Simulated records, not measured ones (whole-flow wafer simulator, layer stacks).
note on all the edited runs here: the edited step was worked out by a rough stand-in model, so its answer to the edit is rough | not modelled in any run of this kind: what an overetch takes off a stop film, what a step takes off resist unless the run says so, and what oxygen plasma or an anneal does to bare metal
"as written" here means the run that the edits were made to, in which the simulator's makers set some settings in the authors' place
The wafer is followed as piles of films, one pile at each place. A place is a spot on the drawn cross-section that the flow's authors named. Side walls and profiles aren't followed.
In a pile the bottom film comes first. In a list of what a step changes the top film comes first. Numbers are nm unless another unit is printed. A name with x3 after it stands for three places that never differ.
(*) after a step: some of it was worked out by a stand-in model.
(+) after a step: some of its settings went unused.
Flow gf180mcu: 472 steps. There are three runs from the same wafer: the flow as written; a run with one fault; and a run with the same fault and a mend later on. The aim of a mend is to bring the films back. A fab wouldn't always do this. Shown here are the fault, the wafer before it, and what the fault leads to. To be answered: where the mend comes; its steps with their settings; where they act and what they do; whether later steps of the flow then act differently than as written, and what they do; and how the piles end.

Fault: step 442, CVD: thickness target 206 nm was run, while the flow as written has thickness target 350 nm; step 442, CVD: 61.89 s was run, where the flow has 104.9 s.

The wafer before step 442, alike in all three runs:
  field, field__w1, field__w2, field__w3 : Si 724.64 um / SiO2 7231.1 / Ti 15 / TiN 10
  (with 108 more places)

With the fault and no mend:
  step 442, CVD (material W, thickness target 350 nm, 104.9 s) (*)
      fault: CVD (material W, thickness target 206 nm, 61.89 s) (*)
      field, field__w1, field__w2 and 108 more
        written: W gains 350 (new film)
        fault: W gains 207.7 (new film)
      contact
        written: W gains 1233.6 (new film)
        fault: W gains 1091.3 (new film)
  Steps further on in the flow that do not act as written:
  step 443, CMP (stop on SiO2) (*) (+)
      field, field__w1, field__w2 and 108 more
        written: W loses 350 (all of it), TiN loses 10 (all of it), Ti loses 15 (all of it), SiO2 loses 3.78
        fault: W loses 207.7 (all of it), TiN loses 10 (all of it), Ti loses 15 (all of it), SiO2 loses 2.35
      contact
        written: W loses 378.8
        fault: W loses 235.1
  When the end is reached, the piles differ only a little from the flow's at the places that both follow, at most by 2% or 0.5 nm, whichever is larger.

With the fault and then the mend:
  The mend follows step 442.
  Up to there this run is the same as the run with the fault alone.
  step 442a, CVD (material W, thickness target 144 nm, 43.16 s) (a further turn of the flow's step 442, with different settings)
      field, field__w1, field__w2 and 109 more
        W gains 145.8
  Later steps of the flow that are run all act as written at every place that is followed, up to a difference of at most 2% or 0.5 nm, whichever is larger.
  When the end is reached, the piles differ only a little from the flow's at the places that both follow, at most by 2% or 0.5 nm, whichever is larger.
